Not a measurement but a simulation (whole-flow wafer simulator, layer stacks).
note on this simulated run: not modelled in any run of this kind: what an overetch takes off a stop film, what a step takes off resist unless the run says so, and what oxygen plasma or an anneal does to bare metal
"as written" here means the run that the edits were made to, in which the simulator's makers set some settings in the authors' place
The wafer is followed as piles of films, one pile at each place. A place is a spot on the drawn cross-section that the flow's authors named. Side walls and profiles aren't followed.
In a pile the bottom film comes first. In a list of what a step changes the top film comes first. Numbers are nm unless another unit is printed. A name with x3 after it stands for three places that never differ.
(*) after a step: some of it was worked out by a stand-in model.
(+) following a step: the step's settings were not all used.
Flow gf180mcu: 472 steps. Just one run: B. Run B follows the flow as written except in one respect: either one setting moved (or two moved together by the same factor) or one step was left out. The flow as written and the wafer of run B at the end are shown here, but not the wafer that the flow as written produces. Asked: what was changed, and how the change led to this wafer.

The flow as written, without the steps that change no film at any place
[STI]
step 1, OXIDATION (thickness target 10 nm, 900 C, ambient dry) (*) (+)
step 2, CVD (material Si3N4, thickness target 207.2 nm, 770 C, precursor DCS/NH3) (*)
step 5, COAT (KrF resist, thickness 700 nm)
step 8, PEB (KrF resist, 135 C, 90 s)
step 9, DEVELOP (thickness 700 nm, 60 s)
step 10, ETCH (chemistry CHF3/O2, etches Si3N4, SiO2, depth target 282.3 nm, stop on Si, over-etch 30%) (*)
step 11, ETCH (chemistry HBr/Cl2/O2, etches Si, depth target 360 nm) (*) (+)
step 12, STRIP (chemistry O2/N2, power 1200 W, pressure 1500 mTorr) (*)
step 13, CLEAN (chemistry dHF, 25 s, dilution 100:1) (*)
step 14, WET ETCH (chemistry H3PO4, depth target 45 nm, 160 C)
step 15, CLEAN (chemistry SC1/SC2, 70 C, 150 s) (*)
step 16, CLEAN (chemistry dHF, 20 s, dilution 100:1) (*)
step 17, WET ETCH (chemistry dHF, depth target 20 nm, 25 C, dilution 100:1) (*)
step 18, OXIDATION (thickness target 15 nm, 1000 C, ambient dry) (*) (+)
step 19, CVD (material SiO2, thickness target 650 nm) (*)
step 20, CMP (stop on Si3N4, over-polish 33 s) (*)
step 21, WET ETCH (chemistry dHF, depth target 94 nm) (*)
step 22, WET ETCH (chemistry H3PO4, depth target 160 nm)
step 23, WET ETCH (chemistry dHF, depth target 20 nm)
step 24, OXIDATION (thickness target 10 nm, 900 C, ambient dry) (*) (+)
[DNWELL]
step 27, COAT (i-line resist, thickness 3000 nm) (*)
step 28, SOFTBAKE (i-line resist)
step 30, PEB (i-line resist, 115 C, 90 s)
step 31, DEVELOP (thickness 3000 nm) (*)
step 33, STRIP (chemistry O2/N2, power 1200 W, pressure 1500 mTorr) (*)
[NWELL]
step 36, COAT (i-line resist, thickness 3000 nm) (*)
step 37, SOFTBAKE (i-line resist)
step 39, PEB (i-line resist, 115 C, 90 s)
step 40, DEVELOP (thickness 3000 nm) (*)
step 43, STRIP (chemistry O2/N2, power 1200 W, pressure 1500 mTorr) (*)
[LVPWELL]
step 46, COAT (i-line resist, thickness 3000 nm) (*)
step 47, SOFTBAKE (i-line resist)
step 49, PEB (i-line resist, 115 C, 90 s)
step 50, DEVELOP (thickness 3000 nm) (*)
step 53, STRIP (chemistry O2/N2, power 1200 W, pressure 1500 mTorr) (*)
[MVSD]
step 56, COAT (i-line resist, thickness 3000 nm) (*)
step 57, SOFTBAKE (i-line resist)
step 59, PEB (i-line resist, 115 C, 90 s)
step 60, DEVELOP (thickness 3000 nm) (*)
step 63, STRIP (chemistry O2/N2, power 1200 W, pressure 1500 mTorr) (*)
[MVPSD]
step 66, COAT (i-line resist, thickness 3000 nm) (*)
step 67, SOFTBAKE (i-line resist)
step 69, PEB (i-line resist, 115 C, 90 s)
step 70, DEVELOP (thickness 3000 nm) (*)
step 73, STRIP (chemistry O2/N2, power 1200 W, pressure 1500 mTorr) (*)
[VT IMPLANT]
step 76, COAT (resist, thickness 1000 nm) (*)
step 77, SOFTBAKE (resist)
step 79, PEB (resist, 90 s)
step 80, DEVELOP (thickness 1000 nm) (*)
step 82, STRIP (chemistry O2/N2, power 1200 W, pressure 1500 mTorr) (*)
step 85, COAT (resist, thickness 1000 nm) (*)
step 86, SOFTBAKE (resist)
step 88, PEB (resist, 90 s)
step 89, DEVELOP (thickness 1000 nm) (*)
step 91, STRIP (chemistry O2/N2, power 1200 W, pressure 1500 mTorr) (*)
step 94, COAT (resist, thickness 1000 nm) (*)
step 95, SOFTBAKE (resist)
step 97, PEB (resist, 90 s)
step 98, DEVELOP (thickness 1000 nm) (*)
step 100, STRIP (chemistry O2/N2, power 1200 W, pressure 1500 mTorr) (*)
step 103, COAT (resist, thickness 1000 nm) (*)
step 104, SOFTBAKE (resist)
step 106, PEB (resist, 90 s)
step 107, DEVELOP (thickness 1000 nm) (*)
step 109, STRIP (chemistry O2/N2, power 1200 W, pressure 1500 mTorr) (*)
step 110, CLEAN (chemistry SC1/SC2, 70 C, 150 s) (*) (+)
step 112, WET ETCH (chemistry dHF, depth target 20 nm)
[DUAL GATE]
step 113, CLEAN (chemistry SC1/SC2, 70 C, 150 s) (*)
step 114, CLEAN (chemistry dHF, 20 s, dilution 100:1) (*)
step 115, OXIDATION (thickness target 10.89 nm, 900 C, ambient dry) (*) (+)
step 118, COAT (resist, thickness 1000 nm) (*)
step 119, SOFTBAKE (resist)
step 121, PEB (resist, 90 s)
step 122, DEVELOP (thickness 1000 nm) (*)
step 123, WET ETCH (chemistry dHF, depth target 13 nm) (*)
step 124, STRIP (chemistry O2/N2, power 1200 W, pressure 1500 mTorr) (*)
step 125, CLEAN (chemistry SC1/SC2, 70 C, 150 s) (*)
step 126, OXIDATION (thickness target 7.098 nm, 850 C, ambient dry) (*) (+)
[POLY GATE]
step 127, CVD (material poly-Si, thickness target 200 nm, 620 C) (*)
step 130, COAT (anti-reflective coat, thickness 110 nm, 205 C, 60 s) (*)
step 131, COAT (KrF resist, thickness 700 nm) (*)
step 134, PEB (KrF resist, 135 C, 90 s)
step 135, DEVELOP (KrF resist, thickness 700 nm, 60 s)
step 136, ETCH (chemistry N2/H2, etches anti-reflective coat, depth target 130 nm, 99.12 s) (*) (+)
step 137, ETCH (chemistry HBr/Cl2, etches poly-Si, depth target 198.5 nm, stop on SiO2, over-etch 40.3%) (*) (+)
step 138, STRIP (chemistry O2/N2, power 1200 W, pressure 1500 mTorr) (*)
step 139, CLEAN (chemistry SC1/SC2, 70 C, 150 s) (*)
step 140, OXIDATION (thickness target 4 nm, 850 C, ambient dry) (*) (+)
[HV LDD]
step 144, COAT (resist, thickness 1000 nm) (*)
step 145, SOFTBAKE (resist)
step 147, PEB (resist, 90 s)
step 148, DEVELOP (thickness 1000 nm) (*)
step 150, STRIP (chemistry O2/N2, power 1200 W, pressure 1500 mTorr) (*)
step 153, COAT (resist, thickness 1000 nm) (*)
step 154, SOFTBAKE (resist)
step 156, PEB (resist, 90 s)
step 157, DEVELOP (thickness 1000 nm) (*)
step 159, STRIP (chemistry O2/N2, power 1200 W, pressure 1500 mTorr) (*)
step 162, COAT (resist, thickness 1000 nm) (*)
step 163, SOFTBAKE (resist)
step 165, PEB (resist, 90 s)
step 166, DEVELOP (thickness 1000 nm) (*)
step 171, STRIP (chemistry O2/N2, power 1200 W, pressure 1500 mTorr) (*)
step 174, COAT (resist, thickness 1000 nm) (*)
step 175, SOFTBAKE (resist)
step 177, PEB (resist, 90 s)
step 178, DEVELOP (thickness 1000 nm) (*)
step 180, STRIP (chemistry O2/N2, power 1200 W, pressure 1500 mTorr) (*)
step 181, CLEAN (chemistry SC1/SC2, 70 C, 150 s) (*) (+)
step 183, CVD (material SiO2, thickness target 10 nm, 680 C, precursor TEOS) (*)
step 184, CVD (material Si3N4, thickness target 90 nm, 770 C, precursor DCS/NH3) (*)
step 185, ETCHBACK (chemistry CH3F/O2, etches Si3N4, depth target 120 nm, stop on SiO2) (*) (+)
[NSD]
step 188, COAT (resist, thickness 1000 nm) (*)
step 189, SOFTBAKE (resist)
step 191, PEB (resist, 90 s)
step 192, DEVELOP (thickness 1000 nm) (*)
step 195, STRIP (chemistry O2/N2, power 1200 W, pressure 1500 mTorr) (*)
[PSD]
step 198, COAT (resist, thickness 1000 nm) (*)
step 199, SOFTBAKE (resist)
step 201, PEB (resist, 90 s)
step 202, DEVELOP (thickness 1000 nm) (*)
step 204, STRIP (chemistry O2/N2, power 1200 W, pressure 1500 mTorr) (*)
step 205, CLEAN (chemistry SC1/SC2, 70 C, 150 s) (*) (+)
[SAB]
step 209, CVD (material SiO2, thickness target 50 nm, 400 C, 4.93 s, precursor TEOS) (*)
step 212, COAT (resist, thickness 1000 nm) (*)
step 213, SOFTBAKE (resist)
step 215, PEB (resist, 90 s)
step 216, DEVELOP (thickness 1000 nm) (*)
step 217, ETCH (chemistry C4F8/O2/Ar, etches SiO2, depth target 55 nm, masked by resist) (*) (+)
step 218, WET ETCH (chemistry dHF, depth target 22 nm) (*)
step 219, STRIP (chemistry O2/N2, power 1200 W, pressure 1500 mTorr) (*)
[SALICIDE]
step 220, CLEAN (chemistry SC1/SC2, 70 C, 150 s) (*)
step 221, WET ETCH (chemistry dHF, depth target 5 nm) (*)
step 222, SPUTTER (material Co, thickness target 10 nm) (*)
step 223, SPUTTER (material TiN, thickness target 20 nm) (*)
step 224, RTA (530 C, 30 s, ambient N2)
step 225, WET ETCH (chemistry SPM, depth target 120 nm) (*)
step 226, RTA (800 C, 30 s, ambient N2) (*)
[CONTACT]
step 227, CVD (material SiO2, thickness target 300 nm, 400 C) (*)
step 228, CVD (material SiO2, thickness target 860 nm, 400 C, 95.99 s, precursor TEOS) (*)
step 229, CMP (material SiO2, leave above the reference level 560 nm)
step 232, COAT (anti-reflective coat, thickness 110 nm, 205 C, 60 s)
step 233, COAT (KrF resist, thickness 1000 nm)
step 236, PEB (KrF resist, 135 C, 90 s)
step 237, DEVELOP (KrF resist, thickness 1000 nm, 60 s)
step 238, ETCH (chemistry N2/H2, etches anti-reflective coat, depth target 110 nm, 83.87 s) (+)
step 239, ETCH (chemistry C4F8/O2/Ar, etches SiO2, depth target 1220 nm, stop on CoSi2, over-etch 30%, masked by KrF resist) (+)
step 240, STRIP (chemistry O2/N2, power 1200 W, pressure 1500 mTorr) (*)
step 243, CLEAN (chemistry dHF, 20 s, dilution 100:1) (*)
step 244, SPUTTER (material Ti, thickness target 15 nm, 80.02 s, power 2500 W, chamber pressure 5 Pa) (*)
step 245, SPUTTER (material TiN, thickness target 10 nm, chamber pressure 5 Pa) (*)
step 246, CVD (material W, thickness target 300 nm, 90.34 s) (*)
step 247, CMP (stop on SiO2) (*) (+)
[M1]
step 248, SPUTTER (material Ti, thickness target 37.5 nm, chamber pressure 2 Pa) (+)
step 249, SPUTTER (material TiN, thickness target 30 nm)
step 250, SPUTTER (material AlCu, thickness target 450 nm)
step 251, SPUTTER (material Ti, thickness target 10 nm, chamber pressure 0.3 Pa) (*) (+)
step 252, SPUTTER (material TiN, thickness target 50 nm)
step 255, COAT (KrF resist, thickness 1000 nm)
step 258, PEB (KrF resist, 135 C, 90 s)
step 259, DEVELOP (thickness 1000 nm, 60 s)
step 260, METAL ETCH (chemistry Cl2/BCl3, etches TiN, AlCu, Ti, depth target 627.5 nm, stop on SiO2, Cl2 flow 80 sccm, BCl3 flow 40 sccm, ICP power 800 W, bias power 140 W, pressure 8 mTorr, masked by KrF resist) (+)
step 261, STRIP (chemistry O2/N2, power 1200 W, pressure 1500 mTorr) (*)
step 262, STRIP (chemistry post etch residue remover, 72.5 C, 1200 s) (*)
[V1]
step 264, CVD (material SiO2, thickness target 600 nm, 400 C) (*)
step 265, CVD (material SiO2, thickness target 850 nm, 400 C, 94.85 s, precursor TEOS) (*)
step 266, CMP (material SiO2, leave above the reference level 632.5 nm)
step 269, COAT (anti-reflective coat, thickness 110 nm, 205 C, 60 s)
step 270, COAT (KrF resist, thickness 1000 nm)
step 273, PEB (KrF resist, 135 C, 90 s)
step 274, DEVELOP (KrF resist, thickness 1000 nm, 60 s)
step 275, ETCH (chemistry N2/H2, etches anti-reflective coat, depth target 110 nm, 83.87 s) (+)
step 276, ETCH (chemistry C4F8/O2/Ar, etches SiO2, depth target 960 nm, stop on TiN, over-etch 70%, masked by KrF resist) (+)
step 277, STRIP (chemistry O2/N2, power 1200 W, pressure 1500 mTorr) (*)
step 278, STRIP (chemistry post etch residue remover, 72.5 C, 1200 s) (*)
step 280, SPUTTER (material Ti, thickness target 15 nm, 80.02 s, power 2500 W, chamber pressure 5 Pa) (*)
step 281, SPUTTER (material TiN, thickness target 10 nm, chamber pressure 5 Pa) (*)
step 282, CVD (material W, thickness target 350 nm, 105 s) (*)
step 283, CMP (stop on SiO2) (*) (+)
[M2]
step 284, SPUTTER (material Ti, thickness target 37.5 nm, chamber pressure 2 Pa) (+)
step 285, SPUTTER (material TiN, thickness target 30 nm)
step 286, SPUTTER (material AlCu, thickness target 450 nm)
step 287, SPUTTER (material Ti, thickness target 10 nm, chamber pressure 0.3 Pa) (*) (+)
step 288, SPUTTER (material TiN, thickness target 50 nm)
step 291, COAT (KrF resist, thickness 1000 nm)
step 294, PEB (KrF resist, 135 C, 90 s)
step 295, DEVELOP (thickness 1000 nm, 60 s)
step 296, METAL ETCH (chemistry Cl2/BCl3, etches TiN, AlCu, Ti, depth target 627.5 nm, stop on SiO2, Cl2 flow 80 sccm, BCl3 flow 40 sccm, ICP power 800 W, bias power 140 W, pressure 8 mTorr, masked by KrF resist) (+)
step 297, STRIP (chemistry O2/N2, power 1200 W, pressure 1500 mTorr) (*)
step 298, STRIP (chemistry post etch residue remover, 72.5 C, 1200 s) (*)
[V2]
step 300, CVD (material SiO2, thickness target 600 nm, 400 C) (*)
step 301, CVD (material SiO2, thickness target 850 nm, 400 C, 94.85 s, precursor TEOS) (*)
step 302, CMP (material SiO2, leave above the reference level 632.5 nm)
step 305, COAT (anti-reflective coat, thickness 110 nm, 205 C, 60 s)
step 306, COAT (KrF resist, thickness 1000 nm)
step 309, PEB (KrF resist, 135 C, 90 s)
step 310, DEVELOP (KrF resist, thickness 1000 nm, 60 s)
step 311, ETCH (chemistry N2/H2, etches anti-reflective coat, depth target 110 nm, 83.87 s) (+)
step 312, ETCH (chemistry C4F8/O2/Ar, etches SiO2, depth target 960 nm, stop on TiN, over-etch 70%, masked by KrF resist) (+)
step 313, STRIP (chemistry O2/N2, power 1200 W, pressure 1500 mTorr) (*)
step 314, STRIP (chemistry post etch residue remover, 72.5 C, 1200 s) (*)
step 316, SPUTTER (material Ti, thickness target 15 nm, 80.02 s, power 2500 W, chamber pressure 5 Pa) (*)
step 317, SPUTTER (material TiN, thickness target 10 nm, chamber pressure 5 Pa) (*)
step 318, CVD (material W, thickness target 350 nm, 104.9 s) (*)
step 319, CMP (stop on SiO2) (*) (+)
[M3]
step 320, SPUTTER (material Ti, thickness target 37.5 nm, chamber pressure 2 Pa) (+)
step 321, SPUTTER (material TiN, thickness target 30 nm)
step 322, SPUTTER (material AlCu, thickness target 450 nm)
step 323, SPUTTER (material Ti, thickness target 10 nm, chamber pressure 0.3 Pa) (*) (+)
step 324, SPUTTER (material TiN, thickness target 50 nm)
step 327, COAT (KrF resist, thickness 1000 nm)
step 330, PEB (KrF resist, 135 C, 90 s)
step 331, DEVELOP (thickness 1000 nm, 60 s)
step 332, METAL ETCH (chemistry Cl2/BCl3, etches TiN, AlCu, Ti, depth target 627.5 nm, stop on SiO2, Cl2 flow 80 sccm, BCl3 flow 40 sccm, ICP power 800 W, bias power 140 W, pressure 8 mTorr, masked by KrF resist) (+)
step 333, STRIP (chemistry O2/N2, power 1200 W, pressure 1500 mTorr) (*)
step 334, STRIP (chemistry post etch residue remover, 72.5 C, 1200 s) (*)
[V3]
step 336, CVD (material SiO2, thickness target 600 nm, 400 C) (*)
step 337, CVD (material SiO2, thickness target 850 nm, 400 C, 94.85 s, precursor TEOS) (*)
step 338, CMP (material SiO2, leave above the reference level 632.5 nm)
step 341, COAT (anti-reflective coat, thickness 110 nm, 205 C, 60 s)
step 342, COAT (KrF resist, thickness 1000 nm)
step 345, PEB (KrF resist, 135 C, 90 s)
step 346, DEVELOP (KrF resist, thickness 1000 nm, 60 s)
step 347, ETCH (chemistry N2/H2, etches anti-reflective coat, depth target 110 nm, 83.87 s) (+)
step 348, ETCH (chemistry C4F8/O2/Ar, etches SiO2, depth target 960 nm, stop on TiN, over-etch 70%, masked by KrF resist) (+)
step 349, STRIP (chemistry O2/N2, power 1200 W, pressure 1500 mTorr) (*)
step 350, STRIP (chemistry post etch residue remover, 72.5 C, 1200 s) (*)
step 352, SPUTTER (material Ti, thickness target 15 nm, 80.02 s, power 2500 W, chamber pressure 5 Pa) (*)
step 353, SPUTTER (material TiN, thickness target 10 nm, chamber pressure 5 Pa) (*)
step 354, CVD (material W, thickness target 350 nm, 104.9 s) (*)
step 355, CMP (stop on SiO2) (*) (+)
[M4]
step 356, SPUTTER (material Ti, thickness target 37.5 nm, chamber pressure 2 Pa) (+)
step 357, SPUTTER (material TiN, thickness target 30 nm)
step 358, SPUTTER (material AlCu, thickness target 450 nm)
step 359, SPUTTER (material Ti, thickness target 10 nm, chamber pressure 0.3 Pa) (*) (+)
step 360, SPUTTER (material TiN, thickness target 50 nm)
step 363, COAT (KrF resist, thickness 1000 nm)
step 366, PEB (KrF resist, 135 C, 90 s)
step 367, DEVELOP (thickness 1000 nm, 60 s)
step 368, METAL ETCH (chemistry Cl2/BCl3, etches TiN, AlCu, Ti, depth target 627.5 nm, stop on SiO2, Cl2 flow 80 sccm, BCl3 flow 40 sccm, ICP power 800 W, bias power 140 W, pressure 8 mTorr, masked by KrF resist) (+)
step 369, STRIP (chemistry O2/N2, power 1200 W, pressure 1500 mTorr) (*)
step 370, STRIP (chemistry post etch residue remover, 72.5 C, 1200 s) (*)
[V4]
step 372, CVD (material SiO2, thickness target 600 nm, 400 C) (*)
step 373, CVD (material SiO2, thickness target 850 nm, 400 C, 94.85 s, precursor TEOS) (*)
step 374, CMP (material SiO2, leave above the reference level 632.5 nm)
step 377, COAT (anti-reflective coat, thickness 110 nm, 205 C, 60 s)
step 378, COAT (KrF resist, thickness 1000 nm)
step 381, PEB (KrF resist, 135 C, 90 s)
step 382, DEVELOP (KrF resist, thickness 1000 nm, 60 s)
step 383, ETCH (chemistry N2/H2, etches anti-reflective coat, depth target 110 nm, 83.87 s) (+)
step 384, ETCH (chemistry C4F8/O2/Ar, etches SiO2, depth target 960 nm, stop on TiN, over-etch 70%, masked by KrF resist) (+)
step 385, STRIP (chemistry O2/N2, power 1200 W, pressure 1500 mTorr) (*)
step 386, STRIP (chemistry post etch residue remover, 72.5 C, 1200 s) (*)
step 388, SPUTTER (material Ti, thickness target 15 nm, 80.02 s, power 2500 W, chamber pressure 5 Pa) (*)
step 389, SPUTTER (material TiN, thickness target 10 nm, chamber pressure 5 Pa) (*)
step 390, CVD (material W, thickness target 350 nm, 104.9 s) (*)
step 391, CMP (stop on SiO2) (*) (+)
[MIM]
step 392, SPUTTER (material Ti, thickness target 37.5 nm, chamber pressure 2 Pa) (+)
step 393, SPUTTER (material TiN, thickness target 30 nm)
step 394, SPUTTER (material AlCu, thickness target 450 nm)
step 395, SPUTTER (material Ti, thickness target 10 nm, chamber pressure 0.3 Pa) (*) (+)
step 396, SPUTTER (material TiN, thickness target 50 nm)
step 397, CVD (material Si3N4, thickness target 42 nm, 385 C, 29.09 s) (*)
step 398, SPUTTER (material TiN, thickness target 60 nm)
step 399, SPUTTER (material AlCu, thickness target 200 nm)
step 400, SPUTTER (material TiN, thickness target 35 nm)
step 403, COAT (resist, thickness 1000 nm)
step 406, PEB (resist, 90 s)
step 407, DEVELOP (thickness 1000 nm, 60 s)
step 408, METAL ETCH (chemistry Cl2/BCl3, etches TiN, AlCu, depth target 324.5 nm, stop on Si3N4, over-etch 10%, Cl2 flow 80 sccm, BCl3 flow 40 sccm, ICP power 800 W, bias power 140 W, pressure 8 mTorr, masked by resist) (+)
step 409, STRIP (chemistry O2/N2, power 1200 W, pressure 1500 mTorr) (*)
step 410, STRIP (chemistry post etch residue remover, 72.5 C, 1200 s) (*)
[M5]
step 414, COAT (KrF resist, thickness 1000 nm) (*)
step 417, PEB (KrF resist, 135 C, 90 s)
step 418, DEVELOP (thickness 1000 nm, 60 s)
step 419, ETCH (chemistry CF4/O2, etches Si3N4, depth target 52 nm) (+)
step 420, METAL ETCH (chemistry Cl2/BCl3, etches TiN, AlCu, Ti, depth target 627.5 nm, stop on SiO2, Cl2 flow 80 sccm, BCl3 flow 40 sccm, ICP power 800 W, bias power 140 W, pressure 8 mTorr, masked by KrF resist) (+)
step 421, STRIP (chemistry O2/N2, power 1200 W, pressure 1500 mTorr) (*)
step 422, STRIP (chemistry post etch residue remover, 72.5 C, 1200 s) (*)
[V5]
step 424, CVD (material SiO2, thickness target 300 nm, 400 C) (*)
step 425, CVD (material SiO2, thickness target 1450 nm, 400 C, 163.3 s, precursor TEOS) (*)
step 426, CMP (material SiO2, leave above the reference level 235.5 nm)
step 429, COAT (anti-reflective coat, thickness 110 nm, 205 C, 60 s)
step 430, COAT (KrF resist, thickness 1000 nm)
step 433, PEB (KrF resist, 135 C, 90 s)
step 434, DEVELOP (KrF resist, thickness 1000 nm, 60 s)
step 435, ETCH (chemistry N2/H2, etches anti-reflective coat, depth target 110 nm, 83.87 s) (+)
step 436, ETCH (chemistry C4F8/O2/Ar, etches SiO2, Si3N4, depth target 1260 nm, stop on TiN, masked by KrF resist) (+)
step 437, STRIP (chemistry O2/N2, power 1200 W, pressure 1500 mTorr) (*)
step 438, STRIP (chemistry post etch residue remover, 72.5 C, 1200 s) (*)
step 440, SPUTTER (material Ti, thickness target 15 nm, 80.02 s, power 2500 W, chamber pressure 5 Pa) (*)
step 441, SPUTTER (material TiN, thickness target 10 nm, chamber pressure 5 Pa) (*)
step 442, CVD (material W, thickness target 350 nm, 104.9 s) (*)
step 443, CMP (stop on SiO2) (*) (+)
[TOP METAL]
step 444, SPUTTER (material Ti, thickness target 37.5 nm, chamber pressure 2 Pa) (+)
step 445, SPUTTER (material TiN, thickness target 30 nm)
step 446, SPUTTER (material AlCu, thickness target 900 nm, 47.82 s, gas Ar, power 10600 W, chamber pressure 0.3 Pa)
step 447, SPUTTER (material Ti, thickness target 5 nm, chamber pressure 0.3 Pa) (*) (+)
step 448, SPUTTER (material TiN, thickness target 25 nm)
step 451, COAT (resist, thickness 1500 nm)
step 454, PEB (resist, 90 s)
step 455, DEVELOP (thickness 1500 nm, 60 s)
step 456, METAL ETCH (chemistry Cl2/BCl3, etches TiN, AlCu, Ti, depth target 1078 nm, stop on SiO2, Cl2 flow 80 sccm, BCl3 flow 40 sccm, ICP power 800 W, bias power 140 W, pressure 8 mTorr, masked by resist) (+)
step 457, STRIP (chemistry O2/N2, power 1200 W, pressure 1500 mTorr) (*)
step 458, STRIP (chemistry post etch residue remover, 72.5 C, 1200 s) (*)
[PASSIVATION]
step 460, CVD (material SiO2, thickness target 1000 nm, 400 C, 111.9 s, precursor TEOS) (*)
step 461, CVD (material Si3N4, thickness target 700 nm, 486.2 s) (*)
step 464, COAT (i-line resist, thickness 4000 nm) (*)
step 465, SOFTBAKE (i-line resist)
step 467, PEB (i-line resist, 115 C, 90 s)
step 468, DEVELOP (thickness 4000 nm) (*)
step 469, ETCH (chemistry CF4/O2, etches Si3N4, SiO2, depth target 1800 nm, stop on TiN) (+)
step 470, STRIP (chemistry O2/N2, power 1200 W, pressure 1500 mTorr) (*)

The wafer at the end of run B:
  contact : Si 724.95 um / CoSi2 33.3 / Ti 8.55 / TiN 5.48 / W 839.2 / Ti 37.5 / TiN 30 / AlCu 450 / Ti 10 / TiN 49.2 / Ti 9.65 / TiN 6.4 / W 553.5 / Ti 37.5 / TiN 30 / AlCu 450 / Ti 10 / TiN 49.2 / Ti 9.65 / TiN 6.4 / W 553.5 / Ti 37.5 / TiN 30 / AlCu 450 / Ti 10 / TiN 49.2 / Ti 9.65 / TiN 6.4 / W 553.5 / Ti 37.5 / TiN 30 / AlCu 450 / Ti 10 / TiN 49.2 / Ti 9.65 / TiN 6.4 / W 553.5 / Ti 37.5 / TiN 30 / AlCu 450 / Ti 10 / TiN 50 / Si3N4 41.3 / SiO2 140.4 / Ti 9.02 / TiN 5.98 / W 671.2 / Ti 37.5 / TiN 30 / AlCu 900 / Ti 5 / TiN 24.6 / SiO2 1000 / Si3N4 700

The reason: step 436, ETCH: depth target 689.1 nm was run, though the flow has depth target 1260 nm.

The path from the change to this, step by step:
  step 436, ETCH (chemistry C4F8/O2/Ar, etches SiO2, Si3N4, depth target 1260 nm, stop on TiN, masked by KrF resist) (+)
      contact: -689.1 SiO2 (as written it would have been: -829.5 SiO2 (all of it), -41.3 Si3N4 (all of it))
      field, field__w1, field__w2 and 108 more: -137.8 KrF resist (as written it would have been: -252 KrF resist)
  step 437, STRIP (chemistry O2/N2, power 1200 W, pressure 1500 mTorr) (*)
      field, field__w1, field__w2 and 108 more: -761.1 KrF resist (all of it), -110 anti-reflective coat (all of it) (as written it would have been: -646.9 KrF resist (all of it), -110 anti-reflective coat (all of it))
  step 440, SPUTTER (material Ti, thickness target 15 nm, 80.02 s, power 2500 W, chamber pressure 5 Pa) (*)
      contact: +9.02 Ti (new film) (as written it would have been: +8.12 Ti (new film))
  step 441, SPUTTER (material TiN, thickness target 10 nm, chamber pressure 5 Pa) (*)
      contact: +5.98 TiN (new film) (as written it would have been: +5.38 TiN (new film))
  step 442, CVD (material W, thickness target 350 nm, 104.9 s) (*)
      contact: +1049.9 W (new film) (as written it would have been: +1233.6 W (new film))
With metal films that touch counted as one body, contact has 2 bodies (between them, from the top down: SiO2 140.4 / Si3N4 41.3); the flow as written gives 1 body.
